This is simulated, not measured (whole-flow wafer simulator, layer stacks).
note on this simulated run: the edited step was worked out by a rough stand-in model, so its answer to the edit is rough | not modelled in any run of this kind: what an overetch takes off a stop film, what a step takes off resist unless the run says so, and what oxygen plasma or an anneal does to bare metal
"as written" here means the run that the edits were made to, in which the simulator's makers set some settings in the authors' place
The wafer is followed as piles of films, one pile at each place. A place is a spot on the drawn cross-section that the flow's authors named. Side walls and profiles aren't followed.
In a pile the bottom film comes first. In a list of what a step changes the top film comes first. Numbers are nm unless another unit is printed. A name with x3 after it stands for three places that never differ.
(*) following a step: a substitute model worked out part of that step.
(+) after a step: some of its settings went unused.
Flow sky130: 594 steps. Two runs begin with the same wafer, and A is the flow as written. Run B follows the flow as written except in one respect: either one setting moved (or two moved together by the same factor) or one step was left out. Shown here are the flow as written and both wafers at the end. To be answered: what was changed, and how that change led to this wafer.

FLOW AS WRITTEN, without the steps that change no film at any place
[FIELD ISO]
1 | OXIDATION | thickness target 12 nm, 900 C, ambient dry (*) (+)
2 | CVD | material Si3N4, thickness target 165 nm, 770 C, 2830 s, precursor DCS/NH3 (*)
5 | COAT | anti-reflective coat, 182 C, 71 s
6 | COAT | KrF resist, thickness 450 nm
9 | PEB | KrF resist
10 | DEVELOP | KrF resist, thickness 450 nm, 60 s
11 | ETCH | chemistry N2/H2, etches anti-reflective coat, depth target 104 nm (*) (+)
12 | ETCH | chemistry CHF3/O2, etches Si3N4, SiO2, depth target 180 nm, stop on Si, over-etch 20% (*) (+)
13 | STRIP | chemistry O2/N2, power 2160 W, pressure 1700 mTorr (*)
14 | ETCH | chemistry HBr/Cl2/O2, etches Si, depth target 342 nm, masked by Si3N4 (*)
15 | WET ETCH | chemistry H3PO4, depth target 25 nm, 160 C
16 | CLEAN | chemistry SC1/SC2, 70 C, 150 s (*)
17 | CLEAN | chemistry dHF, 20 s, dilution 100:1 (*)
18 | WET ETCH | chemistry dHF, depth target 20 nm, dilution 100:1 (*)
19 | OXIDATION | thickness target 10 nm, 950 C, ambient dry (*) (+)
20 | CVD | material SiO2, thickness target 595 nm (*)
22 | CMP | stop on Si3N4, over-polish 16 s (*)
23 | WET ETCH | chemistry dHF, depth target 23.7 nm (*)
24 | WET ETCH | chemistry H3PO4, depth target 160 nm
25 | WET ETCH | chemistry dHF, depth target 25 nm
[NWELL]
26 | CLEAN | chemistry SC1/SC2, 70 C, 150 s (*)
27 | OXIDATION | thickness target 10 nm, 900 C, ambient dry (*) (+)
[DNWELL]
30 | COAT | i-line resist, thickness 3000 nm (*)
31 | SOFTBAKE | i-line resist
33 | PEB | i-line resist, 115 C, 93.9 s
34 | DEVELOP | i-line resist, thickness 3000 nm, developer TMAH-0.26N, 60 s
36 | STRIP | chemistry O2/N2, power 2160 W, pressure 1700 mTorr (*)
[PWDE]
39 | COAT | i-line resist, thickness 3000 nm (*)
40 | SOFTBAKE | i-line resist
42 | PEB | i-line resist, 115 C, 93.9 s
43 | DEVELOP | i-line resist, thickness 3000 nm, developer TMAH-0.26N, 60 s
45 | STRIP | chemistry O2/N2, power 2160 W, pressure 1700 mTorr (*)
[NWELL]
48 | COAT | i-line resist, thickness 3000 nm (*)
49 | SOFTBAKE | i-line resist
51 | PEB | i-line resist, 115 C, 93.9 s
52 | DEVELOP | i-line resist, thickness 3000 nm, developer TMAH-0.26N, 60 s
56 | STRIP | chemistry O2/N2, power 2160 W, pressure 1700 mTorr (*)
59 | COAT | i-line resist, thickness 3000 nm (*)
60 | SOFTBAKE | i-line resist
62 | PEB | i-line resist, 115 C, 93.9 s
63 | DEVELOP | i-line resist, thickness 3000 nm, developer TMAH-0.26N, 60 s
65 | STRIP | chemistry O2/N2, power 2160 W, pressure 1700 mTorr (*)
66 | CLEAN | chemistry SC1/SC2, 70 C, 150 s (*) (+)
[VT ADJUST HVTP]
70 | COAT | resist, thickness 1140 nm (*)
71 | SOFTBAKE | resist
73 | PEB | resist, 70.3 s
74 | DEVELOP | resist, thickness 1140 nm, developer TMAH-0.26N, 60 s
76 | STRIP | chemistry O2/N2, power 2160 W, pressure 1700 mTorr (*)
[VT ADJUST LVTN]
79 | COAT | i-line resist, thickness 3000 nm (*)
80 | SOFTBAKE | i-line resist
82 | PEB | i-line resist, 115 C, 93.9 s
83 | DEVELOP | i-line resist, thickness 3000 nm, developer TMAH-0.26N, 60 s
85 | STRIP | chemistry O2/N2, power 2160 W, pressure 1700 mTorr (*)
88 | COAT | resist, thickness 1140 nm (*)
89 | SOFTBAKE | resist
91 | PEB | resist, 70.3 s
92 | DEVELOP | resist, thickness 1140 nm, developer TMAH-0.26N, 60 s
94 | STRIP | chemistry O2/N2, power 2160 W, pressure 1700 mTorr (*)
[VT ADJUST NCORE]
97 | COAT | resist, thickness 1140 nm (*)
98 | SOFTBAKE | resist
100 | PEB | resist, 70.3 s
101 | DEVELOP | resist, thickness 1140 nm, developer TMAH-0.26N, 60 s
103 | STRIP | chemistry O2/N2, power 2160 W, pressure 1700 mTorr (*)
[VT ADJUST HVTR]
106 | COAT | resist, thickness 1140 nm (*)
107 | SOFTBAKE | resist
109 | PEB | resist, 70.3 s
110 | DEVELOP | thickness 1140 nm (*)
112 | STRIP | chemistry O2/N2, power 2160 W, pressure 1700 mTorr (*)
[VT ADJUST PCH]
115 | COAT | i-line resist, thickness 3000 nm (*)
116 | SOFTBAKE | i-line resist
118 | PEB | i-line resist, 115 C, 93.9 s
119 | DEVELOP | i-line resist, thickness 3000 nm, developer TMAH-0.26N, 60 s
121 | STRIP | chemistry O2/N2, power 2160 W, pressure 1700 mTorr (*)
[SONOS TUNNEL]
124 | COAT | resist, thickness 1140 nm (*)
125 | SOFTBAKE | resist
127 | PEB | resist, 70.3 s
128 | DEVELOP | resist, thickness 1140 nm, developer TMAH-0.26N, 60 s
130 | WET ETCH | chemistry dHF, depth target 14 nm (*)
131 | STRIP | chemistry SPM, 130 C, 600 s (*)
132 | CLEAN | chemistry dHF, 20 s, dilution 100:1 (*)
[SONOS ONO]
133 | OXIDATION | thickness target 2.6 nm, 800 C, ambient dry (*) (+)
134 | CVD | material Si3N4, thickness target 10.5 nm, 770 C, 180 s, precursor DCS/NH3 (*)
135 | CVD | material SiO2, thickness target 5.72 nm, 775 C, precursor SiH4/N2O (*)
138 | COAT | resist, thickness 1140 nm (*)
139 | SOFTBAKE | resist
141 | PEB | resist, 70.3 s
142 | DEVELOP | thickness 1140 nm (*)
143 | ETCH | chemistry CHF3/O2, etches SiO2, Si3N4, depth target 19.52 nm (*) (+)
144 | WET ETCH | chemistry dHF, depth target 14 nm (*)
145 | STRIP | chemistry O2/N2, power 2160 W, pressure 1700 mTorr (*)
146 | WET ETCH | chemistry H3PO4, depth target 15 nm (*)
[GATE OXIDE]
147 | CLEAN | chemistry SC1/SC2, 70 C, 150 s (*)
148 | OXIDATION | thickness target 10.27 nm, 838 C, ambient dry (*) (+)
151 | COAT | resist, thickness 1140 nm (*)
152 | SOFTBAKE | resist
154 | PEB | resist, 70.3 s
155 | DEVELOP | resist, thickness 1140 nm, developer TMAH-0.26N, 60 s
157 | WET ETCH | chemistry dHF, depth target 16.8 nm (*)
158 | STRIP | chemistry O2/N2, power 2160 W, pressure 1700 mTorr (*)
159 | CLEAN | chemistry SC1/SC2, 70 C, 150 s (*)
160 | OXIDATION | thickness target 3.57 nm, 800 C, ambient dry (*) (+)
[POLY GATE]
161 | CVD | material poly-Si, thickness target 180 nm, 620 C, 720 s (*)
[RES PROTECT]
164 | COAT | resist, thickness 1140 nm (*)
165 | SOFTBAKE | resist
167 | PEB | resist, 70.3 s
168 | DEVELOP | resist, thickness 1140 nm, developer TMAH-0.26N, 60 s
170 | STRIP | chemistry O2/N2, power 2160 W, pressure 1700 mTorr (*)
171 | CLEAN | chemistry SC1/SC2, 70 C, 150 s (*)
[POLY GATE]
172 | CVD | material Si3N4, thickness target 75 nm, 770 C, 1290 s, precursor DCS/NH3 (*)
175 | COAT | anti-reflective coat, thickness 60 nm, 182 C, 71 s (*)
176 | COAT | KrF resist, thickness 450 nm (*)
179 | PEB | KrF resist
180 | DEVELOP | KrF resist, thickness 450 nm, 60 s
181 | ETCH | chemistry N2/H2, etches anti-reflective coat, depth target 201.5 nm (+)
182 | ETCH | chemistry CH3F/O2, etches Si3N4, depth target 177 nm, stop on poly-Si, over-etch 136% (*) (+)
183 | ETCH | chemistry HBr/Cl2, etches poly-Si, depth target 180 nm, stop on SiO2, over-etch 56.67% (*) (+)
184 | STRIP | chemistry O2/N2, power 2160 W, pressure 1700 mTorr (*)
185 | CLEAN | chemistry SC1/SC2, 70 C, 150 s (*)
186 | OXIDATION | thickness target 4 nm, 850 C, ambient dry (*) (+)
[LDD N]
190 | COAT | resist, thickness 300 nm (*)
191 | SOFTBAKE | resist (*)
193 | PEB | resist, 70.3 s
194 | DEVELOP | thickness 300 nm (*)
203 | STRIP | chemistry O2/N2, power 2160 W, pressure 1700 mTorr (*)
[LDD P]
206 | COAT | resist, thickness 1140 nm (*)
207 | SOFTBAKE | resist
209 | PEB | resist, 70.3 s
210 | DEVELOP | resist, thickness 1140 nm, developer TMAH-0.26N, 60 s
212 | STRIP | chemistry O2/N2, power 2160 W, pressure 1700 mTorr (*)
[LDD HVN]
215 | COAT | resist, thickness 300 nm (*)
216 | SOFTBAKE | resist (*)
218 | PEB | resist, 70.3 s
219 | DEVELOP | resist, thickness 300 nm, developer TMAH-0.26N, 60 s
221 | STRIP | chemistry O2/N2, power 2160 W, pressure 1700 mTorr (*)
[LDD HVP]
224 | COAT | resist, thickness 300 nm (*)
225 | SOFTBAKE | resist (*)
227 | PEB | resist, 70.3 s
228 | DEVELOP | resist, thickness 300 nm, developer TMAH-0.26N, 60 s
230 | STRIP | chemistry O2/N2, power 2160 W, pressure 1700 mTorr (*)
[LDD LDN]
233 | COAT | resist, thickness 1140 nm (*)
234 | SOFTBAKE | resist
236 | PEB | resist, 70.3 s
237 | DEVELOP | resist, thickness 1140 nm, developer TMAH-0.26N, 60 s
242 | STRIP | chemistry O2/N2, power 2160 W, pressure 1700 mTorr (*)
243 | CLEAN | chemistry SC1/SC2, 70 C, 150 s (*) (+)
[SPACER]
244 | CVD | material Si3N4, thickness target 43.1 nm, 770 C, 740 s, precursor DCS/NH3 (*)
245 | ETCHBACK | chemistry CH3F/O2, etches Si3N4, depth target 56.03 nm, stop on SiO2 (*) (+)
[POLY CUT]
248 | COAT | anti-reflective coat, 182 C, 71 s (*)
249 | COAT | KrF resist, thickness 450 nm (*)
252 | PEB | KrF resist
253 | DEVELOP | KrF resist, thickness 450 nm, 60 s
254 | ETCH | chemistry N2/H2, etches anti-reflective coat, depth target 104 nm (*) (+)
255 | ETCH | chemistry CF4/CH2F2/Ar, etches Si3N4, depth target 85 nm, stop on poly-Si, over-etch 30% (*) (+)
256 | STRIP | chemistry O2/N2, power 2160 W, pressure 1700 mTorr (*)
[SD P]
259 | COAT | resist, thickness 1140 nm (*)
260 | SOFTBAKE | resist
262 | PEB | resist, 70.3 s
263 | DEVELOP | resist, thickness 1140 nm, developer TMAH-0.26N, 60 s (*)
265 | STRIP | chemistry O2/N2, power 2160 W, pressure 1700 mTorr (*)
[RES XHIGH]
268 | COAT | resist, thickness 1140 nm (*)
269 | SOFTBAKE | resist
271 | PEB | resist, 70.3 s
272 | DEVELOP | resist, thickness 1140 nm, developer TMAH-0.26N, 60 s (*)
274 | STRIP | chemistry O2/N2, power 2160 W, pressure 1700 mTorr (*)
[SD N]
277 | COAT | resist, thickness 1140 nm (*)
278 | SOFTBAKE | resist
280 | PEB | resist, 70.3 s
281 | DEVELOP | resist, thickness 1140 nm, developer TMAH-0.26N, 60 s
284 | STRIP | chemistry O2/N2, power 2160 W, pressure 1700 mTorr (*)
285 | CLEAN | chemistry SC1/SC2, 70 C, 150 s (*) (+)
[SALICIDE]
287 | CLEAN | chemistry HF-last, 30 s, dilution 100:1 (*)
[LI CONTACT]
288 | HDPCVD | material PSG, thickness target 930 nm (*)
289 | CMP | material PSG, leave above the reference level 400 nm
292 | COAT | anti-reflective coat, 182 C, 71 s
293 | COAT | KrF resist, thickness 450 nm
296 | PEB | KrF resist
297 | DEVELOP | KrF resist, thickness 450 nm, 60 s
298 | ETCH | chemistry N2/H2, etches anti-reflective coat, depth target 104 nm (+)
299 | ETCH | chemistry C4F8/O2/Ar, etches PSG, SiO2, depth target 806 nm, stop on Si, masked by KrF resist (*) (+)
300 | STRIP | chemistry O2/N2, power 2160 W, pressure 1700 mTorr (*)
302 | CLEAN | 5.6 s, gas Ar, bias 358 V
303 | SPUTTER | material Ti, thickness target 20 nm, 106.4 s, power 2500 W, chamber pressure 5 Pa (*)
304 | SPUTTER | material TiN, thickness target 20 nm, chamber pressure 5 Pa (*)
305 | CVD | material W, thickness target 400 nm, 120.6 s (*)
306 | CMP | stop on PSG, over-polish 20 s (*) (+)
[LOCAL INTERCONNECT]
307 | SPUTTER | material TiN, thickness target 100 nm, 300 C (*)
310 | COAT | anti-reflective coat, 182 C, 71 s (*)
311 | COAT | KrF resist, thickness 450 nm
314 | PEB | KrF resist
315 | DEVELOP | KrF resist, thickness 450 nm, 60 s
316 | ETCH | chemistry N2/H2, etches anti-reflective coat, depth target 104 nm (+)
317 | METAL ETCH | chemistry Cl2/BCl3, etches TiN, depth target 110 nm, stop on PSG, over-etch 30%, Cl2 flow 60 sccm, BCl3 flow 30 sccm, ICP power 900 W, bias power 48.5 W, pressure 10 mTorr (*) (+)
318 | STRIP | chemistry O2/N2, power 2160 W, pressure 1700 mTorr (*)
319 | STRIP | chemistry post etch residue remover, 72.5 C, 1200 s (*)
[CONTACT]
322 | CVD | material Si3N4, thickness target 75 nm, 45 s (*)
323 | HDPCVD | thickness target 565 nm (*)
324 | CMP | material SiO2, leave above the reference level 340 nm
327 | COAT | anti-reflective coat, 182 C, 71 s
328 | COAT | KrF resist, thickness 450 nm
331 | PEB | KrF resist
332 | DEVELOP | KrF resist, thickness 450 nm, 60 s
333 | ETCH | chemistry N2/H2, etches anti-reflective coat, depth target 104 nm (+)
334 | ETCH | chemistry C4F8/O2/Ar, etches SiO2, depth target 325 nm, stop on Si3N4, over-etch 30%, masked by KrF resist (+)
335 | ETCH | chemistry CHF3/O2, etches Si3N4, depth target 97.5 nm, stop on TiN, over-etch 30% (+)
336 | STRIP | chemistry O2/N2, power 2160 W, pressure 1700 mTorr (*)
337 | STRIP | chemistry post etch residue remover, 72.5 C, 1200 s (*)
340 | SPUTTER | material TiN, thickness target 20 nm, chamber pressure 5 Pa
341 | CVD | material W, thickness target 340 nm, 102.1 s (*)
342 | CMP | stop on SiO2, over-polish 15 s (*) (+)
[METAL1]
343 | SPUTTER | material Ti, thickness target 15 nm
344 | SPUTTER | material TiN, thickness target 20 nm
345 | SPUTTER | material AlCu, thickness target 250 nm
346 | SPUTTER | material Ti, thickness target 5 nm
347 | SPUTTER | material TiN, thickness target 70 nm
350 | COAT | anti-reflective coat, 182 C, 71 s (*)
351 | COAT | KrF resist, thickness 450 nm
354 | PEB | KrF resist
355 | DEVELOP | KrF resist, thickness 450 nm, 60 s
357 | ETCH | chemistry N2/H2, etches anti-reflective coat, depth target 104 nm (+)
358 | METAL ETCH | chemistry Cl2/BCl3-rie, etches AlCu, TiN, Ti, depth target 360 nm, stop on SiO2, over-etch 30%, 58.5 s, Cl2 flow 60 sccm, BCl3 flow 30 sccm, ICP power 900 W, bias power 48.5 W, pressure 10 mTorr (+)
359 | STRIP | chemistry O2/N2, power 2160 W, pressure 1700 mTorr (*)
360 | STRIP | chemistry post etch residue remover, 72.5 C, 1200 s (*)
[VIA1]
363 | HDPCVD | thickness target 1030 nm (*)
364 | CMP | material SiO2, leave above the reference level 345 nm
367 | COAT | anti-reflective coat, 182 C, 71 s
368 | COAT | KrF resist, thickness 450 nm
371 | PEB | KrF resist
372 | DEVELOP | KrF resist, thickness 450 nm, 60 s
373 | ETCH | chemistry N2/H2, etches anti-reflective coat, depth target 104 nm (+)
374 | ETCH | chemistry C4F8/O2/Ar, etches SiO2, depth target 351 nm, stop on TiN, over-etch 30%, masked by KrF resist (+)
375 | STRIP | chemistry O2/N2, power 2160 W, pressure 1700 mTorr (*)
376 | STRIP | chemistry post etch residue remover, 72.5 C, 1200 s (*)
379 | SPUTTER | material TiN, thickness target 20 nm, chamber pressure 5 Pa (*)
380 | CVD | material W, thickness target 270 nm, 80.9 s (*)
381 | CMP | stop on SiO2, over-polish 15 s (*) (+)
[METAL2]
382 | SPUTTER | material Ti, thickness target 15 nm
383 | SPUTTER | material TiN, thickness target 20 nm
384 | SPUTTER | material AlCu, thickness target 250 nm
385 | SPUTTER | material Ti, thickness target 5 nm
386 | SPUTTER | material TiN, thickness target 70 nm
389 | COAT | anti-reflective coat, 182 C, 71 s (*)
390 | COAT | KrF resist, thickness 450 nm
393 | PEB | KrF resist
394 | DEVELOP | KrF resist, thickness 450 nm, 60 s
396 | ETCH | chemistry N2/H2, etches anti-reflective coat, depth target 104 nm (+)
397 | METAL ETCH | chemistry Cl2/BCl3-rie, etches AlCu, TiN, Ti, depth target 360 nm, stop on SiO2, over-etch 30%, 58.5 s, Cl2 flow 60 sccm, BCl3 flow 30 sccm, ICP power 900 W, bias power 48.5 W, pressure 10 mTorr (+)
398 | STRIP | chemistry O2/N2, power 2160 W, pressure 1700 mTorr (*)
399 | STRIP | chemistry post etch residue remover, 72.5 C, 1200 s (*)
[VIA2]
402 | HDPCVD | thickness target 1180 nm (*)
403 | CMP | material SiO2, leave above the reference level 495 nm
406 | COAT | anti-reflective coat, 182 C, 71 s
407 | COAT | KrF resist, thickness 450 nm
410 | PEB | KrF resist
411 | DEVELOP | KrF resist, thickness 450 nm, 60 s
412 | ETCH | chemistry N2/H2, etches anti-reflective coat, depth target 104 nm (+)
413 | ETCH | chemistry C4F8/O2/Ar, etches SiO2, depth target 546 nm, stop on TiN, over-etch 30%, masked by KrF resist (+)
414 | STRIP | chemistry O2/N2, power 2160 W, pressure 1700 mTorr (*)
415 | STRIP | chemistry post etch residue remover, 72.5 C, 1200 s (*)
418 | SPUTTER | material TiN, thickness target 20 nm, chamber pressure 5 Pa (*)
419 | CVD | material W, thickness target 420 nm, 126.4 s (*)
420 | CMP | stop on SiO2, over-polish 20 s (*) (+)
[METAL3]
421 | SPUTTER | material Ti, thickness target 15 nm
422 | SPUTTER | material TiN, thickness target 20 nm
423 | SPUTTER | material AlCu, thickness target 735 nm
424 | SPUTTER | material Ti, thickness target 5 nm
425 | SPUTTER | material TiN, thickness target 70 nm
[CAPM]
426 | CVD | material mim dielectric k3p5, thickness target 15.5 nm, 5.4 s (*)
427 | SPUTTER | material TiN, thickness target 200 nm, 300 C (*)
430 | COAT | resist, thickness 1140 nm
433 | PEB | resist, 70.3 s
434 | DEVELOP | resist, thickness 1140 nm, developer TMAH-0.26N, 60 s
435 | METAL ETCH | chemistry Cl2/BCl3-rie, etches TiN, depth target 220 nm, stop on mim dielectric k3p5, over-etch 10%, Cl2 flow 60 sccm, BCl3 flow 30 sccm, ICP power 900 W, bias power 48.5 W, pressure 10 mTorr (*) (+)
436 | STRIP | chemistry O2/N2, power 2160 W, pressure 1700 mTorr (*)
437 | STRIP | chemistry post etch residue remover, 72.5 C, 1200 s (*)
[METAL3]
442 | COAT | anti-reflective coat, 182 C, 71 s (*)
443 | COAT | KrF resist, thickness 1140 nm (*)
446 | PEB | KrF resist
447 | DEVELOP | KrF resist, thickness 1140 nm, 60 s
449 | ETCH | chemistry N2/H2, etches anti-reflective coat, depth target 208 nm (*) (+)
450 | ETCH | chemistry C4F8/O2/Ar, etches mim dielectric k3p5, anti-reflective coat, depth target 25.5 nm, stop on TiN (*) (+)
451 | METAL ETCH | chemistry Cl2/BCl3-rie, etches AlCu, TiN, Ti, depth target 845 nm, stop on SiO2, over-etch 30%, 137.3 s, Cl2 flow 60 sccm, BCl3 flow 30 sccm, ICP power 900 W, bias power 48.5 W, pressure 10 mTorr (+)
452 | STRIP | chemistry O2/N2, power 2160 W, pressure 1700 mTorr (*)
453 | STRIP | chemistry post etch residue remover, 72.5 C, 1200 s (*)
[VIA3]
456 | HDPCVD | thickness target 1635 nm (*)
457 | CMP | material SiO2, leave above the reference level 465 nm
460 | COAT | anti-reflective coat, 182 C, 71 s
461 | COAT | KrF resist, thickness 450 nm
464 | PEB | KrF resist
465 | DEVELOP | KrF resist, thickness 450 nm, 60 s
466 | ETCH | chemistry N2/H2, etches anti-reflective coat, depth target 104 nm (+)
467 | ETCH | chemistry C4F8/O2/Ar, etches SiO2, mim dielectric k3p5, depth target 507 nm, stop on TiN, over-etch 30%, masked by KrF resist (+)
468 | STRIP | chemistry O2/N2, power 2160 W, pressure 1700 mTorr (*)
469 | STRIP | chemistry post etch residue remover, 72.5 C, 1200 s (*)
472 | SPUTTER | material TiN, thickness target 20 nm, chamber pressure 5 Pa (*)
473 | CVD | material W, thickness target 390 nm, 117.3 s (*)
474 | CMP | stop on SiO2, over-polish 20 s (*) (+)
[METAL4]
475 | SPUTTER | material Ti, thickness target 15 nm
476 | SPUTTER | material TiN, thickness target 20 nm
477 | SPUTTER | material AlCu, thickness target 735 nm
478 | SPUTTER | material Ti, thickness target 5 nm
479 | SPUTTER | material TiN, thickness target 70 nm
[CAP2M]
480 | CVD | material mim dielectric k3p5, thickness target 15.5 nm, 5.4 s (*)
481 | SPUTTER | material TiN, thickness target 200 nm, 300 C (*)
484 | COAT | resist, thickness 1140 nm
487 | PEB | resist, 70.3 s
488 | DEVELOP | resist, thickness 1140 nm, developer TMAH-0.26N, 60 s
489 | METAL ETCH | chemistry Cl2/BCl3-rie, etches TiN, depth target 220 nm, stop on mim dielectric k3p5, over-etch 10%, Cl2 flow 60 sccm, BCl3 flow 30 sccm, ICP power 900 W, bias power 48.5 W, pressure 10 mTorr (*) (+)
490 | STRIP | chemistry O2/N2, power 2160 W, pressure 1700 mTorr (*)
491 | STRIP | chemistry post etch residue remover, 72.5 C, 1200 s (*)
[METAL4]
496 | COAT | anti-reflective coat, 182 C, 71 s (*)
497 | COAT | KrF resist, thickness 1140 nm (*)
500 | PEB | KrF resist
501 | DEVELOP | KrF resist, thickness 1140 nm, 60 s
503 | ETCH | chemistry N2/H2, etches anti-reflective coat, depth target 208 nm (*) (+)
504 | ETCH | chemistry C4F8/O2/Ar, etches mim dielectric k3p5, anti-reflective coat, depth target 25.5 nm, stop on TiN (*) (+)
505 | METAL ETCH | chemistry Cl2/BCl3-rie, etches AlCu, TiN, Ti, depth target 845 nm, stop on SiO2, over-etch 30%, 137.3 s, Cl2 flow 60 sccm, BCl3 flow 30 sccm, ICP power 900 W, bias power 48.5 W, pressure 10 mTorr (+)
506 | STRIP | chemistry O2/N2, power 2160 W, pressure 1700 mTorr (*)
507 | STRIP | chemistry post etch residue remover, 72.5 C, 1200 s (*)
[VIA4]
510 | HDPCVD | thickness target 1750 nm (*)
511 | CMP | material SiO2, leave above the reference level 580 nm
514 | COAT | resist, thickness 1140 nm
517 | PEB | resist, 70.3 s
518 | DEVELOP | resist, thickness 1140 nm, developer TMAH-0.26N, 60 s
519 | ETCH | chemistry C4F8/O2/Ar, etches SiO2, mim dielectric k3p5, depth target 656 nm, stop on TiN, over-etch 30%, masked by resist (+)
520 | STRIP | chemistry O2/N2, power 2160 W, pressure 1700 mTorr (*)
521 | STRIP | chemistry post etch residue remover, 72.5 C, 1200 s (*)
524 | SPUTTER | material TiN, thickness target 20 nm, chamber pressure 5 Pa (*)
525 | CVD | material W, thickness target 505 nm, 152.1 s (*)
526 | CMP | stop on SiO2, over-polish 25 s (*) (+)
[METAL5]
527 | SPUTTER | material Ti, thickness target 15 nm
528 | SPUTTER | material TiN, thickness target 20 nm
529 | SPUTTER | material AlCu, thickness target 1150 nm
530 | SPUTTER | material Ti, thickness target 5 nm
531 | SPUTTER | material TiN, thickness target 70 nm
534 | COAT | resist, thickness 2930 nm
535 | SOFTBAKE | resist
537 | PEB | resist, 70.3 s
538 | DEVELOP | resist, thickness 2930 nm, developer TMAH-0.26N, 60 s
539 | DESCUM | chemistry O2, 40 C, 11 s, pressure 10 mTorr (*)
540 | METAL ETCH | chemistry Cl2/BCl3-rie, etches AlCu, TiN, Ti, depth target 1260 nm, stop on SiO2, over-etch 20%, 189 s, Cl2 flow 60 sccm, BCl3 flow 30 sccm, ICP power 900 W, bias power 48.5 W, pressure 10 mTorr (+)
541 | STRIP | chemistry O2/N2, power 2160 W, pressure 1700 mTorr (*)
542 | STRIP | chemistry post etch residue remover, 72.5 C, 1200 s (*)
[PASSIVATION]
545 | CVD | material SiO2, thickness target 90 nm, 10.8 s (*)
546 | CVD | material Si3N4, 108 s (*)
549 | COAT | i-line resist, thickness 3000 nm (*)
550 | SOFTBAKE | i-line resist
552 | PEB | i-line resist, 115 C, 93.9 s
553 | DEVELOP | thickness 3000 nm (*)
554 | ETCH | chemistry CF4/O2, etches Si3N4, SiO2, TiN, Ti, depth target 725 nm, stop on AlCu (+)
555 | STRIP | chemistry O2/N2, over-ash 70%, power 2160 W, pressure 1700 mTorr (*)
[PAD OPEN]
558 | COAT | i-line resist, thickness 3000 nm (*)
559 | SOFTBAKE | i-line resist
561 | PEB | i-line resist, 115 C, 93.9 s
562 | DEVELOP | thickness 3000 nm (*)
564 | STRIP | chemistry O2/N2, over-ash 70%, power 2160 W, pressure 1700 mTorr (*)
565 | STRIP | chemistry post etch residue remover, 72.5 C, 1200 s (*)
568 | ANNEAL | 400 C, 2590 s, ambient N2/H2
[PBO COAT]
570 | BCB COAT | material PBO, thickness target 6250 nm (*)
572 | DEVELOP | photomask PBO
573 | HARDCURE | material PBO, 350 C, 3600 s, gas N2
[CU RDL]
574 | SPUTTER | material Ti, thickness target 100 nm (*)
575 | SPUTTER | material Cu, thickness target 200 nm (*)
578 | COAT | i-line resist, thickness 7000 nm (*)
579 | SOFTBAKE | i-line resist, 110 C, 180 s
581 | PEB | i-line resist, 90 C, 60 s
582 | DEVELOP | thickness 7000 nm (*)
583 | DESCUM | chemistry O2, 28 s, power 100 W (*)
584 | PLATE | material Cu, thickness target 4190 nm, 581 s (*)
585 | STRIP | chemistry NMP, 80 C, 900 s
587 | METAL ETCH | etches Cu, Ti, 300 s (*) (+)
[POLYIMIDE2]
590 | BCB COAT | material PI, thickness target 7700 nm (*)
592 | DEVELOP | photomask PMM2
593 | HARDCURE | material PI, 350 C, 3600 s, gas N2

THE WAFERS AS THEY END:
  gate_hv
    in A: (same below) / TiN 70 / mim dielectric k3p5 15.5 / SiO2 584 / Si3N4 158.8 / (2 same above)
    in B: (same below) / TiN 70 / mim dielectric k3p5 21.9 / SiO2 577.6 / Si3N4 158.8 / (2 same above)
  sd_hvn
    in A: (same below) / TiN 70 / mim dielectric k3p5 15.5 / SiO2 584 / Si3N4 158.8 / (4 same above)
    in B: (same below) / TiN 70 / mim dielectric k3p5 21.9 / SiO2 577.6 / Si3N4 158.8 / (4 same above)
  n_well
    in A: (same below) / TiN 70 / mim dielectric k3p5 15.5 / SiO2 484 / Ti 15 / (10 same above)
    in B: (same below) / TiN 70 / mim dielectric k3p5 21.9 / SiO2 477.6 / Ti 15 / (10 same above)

The reason: step 480, CVD: thickness target 21.9 nm was run, though the flow has thickness target 15.5 nm; step 480, CVD: 7.61 s was run, where the flow has 5.4 s.
The wafer lets one read it off: gate_hv has mim dielectric k3p5 21.9, and step 480 as written asks for 15.5 nm.

Step by step, how the change led to this:
  480 | CVD | material mim dielectric k3p5, thickness target 15.5 nm, 5.4 s (*)
      field, active, n_well and 189 more: A mim dielectric k3p5 gains 15.5 (new film) | B mim dielectric k3p5 gains 21.9 (new film)
  504 | ETCH | chemistry C4F8/O2/Ar, etches mim dielectric k3p5, anti-reflective coat, depth target 25.5 nm, stop on TiN (*) (+)
      n_well, p_well, gate_hv and 102 more: A KrF resist loses 15.5 | B KrF resist loses 17
      field, active, gate and 85 more: A mim dielectric k3p5 loses 15.5 (all of it) | B mim dielectric k3p5 loses 21.9 (all of it)
  519 | ETCH | chemistry C4F8/O2/Ar, etches SiO2, mim dielectric k3p5, depth target 656 nm, stop on TiN, over-etch 30%, masked by resist (+)
      m1: A SiO2 loses 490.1 (all of it), mim dielectric k3p5 loses 15.5 (all of it) | B SiO2 loses 483.7 (all of it), mim dielectric k3p5 loses 21.9 (all of it)
      via4_hole: A SiO2 loses 489.5 (all of it), mim dielectric k3p5 loses 15.5 (all of it) | B SiO2 loses 483.1 (all of it), mim dielectric k3p5 loses 21.9 (all of it)
